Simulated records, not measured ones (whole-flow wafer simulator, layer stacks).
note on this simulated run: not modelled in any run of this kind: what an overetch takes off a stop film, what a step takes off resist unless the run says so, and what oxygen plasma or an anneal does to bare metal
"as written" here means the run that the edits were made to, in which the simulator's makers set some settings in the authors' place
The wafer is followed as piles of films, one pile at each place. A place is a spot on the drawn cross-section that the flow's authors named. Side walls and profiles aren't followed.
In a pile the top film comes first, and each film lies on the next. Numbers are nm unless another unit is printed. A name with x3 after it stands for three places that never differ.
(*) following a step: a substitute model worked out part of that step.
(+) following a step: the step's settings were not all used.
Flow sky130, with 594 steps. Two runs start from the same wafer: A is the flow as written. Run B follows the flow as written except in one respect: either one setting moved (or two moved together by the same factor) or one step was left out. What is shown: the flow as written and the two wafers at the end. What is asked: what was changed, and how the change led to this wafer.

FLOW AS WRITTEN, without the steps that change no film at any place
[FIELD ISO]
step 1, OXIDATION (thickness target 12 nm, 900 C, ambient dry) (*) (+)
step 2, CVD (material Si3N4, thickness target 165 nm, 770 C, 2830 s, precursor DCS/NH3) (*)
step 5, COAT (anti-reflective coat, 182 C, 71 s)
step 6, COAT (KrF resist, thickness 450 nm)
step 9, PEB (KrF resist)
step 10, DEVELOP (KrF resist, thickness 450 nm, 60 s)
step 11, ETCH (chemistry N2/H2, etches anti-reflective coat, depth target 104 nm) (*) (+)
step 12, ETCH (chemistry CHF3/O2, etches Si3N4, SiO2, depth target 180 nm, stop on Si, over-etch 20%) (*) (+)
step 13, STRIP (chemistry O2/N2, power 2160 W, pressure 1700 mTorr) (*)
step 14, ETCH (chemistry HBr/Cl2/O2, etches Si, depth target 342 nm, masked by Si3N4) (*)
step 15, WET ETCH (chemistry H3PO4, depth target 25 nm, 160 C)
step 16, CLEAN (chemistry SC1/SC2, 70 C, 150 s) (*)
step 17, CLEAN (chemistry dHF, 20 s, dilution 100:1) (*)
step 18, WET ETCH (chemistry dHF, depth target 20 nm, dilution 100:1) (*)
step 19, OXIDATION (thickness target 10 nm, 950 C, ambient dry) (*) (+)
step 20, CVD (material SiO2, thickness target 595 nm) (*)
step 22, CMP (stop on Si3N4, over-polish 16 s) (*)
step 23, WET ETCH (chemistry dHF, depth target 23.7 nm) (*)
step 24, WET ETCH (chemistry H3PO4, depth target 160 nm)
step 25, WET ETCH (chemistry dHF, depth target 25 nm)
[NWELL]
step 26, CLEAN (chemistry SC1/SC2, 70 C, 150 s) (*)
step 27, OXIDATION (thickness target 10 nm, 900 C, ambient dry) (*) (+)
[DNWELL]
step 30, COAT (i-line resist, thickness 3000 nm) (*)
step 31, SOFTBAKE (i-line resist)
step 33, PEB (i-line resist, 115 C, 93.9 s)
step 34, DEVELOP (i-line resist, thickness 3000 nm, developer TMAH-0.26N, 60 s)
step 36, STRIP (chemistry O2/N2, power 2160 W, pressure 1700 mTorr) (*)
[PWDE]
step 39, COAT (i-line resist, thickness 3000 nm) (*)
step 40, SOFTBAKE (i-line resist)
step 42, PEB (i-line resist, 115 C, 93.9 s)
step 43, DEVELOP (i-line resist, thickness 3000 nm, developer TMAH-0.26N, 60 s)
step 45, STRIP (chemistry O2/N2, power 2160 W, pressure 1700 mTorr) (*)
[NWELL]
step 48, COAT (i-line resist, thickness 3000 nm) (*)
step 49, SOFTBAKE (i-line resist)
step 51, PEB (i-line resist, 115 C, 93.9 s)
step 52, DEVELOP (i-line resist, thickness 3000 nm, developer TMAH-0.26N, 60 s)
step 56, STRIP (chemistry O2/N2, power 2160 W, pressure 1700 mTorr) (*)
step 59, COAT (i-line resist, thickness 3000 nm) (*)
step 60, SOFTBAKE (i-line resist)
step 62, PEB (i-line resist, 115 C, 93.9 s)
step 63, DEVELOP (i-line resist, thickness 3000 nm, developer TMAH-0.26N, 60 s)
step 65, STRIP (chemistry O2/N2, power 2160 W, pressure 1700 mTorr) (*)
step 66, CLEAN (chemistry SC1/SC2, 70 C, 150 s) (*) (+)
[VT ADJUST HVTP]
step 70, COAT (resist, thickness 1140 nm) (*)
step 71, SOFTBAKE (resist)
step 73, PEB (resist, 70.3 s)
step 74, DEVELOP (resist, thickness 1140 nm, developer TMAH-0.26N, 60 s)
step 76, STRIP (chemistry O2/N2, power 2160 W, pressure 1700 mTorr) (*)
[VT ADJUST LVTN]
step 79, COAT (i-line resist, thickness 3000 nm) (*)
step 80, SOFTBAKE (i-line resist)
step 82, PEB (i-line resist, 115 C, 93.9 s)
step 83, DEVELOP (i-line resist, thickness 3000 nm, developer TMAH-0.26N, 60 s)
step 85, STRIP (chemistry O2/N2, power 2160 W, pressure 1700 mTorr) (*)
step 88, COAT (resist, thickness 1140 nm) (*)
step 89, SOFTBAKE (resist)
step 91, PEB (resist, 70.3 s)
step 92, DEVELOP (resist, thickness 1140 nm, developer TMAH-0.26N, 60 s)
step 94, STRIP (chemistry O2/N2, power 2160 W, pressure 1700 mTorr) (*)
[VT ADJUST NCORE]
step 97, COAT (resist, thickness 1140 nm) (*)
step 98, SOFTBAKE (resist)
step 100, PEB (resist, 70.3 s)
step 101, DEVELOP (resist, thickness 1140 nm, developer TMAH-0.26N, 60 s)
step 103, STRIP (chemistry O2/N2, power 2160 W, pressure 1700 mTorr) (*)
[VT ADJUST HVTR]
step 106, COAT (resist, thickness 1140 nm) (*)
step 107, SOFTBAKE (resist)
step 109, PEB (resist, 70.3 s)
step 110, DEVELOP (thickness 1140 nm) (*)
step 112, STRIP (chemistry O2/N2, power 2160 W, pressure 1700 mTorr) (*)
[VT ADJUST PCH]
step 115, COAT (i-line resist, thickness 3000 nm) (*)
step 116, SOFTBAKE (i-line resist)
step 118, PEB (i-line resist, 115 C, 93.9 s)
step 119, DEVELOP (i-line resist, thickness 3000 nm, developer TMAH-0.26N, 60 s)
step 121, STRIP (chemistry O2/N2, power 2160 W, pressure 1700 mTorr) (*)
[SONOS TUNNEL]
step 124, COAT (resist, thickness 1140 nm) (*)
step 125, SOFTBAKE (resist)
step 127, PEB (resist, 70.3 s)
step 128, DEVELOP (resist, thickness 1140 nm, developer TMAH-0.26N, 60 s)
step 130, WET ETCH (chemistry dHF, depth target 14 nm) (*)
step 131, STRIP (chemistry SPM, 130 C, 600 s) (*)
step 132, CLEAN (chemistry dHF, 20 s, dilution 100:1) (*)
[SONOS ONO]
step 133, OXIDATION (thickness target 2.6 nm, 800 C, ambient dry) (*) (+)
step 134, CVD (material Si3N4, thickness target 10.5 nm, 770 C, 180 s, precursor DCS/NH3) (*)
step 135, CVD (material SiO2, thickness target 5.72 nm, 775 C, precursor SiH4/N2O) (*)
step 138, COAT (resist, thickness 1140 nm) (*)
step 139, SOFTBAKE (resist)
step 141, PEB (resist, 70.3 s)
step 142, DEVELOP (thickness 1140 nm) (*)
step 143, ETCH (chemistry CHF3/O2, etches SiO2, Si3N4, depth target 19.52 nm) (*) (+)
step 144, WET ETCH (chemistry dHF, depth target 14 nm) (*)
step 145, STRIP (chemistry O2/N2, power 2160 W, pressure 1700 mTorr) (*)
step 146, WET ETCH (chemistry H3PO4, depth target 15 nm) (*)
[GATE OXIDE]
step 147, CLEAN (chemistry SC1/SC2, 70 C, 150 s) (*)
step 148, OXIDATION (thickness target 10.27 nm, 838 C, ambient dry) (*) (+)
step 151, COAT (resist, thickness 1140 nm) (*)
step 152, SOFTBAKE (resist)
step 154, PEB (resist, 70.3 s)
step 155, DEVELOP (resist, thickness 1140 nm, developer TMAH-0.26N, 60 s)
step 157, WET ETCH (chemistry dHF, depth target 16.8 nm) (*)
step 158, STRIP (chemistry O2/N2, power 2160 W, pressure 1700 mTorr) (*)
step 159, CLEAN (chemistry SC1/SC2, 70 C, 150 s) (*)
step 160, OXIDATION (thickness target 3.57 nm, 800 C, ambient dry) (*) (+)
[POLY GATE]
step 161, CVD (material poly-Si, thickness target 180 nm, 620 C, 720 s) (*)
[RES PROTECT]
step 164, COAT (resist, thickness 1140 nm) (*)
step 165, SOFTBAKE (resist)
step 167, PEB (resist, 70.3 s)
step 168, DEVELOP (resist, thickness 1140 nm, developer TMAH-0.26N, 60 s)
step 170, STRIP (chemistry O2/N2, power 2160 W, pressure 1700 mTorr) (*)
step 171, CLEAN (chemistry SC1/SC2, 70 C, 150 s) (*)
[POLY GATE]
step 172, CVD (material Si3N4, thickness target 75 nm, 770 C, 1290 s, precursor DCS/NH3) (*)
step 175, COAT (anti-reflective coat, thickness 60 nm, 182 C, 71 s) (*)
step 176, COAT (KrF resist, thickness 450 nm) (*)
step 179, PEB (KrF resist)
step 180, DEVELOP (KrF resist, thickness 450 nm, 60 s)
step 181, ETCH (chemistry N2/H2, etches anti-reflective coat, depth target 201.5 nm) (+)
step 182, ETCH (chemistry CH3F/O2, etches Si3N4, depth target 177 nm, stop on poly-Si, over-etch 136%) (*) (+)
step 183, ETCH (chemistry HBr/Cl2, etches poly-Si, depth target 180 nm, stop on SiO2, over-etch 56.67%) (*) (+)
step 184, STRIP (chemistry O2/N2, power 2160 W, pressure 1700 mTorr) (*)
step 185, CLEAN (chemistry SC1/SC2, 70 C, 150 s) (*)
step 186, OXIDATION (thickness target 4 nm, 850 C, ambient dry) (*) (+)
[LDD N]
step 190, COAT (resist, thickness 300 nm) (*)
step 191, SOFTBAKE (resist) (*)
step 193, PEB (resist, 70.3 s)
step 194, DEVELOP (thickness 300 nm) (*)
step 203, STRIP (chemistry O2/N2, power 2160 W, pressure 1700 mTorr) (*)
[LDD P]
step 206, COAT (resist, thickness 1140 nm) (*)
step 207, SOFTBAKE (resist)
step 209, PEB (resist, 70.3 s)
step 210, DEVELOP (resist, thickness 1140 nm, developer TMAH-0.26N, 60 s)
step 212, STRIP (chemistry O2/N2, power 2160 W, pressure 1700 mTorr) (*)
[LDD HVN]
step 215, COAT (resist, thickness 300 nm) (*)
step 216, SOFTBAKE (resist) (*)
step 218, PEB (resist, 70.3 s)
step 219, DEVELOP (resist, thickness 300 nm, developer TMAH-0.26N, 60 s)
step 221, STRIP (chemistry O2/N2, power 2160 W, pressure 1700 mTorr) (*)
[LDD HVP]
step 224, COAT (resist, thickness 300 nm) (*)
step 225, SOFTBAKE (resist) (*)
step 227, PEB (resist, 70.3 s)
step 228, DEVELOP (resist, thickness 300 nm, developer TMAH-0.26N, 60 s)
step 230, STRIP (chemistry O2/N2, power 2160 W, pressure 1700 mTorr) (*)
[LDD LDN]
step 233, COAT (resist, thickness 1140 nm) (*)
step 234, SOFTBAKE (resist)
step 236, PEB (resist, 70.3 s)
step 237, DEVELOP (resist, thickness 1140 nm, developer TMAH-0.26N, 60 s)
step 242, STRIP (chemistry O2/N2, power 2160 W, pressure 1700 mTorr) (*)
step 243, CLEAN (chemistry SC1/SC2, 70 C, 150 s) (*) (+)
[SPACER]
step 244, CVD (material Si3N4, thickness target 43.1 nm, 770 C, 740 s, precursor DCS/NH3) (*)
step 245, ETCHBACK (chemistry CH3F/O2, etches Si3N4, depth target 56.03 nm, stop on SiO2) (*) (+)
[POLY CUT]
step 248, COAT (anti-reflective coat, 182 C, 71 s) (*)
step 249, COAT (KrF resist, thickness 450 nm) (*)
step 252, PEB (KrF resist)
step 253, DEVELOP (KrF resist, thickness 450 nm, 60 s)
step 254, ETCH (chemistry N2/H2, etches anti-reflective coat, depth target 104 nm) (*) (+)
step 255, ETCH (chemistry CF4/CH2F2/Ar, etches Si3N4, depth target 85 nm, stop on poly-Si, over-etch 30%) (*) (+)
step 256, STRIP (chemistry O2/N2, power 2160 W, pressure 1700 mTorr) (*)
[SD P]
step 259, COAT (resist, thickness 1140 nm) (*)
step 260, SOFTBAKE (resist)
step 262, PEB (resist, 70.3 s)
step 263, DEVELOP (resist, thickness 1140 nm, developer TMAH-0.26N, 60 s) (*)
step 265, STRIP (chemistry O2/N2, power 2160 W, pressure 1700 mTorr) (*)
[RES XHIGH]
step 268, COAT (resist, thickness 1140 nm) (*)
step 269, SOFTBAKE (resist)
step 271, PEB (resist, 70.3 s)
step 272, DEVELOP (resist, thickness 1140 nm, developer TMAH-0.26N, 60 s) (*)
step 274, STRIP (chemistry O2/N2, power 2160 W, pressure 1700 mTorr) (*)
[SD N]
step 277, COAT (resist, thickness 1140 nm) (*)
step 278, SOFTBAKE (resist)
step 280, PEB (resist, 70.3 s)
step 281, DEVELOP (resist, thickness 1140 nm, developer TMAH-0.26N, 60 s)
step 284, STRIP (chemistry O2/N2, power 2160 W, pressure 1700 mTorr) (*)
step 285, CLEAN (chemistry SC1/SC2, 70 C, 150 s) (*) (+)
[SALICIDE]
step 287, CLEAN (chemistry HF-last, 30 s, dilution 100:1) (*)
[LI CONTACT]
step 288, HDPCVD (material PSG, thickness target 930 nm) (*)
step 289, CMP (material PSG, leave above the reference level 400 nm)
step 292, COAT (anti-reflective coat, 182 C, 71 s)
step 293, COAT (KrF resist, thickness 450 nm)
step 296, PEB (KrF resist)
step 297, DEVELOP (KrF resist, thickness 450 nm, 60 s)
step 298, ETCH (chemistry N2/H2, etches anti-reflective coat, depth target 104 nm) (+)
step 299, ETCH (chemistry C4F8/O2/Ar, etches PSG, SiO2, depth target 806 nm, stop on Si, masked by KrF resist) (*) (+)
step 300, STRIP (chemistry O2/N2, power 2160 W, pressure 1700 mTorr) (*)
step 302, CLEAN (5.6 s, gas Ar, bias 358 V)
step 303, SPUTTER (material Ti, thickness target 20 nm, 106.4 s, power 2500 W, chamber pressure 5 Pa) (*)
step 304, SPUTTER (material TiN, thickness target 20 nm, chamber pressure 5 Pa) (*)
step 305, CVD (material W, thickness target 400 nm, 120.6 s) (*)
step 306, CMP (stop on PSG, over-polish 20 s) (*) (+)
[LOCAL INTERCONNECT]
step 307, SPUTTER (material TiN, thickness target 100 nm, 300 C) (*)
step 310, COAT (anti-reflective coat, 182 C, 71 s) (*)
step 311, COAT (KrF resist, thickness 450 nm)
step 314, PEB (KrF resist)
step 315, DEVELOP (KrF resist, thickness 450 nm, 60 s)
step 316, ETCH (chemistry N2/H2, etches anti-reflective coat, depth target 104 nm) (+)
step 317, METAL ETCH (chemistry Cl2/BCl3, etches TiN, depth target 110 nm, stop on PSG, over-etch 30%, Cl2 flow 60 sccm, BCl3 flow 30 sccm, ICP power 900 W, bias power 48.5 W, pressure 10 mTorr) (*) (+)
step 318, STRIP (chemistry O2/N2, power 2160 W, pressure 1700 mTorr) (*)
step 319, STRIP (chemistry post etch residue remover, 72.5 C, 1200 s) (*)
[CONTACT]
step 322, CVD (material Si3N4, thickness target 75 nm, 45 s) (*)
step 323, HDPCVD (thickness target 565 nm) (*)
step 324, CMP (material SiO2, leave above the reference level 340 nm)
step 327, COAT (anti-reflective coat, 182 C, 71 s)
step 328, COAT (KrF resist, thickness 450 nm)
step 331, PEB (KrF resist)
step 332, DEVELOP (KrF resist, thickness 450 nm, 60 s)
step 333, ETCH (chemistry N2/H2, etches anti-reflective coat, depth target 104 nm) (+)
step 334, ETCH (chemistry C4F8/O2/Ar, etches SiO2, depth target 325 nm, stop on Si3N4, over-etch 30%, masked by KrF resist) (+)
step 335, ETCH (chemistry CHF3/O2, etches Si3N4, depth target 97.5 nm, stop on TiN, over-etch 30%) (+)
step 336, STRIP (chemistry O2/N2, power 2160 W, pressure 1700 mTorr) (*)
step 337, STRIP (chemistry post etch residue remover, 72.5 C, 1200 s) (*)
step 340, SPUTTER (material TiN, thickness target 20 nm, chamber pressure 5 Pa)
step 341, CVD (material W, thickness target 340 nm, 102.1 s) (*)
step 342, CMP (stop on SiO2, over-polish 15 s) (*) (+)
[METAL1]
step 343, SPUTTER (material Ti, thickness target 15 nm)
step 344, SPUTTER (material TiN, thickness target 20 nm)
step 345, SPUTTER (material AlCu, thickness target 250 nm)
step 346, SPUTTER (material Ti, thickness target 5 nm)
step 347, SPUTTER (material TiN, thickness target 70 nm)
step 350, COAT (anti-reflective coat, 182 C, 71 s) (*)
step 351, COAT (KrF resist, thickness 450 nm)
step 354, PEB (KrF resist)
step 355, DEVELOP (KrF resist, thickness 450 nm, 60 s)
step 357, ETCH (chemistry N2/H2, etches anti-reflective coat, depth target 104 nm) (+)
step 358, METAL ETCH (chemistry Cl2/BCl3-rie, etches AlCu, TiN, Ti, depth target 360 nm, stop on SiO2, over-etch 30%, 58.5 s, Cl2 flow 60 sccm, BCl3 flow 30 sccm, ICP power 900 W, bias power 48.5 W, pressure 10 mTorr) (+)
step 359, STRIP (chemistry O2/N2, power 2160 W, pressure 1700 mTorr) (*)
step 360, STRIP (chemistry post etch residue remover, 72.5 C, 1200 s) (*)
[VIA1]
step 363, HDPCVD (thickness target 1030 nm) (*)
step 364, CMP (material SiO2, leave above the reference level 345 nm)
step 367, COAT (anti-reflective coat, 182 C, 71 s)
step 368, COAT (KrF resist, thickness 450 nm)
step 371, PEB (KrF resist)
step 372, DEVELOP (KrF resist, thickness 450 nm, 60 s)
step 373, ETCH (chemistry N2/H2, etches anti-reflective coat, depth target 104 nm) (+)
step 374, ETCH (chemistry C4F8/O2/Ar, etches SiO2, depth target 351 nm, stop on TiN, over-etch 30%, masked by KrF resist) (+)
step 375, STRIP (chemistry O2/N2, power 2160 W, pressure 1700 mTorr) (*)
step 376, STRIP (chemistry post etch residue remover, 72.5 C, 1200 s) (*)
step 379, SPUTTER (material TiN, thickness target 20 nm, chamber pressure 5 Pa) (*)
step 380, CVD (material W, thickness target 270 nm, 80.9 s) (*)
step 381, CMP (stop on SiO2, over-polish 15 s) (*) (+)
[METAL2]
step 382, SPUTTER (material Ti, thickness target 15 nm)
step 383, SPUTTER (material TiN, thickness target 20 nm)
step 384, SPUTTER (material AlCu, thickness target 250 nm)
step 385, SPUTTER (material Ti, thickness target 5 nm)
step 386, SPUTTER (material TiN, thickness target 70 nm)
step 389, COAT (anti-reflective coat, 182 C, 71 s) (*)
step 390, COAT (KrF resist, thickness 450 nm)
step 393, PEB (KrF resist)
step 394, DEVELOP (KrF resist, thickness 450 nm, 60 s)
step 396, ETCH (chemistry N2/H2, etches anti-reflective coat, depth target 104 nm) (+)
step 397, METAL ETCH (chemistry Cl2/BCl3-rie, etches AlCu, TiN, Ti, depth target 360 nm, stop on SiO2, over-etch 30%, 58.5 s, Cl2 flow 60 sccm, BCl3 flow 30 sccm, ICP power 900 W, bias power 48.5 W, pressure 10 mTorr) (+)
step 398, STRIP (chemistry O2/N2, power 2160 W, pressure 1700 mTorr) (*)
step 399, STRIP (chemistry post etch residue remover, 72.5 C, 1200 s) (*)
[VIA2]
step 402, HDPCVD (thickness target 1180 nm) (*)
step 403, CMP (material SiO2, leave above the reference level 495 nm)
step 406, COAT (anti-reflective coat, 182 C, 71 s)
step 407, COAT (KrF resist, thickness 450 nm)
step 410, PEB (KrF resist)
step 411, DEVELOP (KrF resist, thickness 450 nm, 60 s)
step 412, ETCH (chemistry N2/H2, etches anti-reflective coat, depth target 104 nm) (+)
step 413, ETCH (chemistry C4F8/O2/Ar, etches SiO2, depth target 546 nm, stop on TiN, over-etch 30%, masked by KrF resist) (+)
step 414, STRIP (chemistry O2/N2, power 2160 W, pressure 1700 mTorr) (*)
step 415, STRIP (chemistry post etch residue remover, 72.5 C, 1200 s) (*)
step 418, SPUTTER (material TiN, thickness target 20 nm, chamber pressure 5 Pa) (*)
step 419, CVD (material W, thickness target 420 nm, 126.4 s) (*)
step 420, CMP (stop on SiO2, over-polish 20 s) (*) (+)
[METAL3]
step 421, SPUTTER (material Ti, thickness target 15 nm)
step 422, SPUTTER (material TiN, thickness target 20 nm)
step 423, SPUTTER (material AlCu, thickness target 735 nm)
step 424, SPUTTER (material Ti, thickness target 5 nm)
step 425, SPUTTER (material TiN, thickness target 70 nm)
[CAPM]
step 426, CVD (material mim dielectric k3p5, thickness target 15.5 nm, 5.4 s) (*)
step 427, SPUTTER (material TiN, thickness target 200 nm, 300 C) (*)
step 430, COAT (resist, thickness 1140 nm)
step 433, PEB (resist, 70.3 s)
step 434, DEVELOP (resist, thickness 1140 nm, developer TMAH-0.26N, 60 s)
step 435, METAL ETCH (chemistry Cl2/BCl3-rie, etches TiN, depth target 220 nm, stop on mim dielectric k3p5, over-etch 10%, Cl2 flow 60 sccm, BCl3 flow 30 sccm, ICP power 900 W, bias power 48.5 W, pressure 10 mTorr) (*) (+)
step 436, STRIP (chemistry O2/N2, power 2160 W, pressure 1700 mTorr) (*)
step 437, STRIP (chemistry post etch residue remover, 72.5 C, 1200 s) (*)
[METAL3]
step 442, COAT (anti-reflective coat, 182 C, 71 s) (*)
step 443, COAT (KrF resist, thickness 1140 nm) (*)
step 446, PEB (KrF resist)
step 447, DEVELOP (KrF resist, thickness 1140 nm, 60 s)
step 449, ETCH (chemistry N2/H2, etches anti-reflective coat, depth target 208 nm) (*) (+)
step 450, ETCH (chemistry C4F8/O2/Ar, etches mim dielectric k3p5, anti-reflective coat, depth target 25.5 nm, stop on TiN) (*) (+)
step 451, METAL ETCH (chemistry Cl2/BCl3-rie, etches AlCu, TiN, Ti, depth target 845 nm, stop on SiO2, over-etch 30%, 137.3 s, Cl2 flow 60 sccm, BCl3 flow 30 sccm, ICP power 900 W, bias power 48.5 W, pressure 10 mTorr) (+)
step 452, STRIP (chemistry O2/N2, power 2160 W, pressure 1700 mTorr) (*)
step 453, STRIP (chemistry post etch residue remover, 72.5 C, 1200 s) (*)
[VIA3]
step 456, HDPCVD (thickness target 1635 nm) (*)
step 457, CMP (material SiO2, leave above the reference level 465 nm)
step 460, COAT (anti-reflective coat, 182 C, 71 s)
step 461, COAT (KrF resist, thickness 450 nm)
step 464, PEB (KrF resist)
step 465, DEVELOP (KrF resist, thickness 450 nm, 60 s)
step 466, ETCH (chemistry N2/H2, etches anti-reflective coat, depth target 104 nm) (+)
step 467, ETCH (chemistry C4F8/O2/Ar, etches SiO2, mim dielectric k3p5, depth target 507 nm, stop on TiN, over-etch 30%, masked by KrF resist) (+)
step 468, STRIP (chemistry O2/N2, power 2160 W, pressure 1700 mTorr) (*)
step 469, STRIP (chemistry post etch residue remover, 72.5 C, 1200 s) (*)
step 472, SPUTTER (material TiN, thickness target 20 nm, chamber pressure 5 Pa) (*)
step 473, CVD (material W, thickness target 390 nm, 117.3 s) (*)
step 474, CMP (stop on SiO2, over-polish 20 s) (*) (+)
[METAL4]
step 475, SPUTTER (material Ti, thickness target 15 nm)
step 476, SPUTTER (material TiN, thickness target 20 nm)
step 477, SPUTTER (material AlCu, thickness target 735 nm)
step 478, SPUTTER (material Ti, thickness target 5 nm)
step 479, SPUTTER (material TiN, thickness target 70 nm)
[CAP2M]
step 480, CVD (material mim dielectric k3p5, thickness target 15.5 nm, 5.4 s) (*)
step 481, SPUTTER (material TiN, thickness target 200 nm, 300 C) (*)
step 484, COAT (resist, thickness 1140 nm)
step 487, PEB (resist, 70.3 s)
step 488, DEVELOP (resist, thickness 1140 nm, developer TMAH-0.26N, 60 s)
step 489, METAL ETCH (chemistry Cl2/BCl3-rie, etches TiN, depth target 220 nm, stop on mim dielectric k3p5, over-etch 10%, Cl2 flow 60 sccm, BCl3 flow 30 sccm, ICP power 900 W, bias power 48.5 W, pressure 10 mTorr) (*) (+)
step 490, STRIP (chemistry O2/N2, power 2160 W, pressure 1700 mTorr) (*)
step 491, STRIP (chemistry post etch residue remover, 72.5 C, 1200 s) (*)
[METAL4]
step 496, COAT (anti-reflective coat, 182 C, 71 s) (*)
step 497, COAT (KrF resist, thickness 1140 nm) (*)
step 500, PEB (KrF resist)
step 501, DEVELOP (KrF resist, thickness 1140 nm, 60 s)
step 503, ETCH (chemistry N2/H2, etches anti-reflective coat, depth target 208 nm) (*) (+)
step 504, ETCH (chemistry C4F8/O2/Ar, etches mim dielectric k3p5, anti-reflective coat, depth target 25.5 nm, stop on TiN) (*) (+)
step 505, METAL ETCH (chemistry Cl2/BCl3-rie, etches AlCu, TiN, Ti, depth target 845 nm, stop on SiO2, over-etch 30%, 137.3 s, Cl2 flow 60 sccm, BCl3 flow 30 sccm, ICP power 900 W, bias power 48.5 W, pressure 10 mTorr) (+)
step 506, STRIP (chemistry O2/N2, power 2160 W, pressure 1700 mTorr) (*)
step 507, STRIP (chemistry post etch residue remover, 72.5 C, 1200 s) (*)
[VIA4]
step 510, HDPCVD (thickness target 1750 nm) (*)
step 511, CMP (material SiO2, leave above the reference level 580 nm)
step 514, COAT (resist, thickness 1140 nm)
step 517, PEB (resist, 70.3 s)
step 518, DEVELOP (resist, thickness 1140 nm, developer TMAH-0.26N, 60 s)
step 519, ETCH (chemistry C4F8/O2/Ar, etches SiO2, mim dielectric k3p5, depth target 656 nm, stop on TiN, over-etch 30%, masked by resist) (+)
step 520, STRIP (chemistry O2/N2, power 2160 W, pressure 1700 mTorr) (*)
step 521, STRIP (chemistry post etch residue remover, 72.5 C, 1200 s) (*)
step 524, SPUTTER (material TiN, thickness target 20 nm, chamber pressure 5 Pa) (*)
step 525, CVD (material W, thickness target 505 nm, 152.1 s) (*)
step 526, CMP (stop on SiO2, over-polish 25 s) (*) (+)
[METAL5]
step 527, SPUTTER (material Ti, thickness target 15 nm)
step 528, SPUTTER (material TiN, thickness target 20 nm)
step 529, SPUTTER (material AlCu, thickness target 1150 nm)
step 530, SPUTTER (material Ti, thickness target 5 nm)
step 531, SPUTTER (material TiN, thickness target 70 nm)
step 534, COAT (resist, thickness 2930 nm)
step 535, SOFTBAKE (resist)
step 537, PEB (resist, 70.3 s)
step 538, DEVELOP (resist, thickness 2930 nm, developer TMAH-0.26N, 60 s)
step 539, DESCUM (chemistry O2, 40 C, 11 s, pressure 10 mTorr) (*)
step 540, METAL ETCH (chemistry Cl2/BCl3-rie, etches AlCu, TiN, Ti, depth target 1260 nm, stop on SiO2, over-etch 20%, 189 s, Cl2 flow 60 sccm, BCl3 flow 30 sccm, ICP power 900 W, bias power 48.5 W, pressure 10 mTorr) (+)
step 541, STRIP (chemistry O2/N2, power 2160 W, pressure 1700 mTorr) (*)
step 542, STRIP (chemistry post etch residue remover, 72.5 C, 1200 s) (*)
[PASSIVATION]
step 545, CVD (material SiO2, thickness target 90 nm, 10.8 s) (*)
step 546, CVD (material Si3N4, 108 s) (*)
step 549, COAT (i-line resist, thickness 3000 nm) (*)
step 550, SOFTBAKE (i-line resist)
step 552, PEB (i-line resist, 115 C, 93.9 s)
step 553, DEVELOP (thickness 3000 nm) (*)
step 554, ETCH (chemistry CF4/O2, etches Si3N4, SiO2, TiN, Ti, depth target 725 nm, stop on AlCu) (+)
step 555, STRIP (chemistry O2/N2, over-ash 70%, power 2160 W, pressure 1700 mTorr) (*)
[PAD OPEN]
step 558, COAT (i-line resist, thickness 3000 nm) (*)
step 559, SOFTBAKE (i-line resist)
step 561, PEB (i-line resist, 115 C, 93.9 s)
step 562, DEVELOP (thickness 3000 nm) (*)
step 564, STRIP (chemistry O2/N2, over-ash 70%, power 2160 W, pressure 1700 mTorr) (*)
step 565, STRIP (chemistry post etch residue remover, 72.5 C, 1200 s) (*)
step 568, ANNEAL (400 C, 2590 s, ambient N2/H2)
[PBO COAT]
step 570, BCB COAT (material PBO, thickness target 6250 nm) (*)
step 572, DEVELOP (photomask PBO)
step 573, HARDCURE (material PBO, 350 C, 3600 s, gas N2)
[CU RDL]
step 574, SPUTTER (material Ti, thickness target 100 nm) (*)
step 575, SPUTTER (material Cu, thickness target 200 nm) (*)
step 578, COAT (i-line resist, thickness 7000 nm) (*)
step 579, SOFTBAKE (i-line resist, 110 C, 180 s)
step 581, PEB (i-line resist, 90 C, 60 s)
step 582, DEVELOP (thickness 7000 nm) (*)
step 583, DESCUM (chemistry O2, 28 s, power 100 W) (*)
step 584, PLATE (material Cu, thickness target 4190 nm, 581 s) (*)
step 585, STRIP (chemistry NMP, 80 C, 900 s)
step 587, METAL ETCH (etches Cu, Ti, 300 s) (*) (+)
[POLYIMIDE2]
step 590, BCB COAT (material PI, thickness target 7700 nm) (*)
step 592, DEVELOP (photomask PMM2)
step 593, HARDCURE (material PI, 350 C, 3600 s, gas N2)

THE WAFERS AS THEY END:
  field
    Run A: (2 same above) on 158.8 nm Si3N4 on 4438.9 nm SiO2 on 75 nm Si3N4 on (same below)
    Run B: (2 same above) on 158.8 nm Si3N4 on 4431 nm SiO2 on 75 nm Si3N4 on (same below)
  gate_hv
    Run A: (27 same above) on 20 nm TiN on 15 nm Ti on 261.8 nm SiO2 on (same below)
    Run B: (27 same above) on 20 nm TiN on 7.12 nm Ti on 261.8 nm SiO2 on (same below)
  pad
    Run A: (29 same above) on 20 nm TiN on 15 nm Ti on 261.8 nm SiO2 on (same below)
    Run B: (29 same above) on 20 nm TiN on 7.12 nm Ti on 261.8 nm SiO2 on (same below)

Cause: step 343, SPUTTER: thickness target 7.12 nm was run, though the flow has thickness target 15 nm.
One can read it off the wafer: gate_hv has Ti 7.12, and step 343 as written asks for 15 nm.

The path from the change to this, step by step:
  step 343, SPUTTER (material Ti, thickness target 15 nm)
      field, active, n_well and 188 more: A Ti gains 15 (new film) | B Ti gains 7.12 (new film)
  step 358, METAL ETCH (chemistry Cl2/BCl3-rie, etches AlCu, TiN, Ti, depth target 360 nm, stop on SiO2, over-etch 30%, 58.5 s, Cl2 flow 60 sccm, BCl3 flow 30 sccm, ICP power 900 W, bias power 48.5 W, pressure 10 mTorr) (+)
      field, active, gate and 81 more: A TiN loses 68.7 (all of it), Ti loses 5 (all of it), AlCu loses 250 (all of it), TiN loses 20 (all of it), Ti loses 15 (all of it), SiO2 loses 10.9 | B TiN loses 68.7 (all of it), Ti loses 5 (all of it), AlCu loses 250 (all of it), TiN loses 20 (all of it), Ti loses 7.12 (all of it), SiO2 loses 11.7
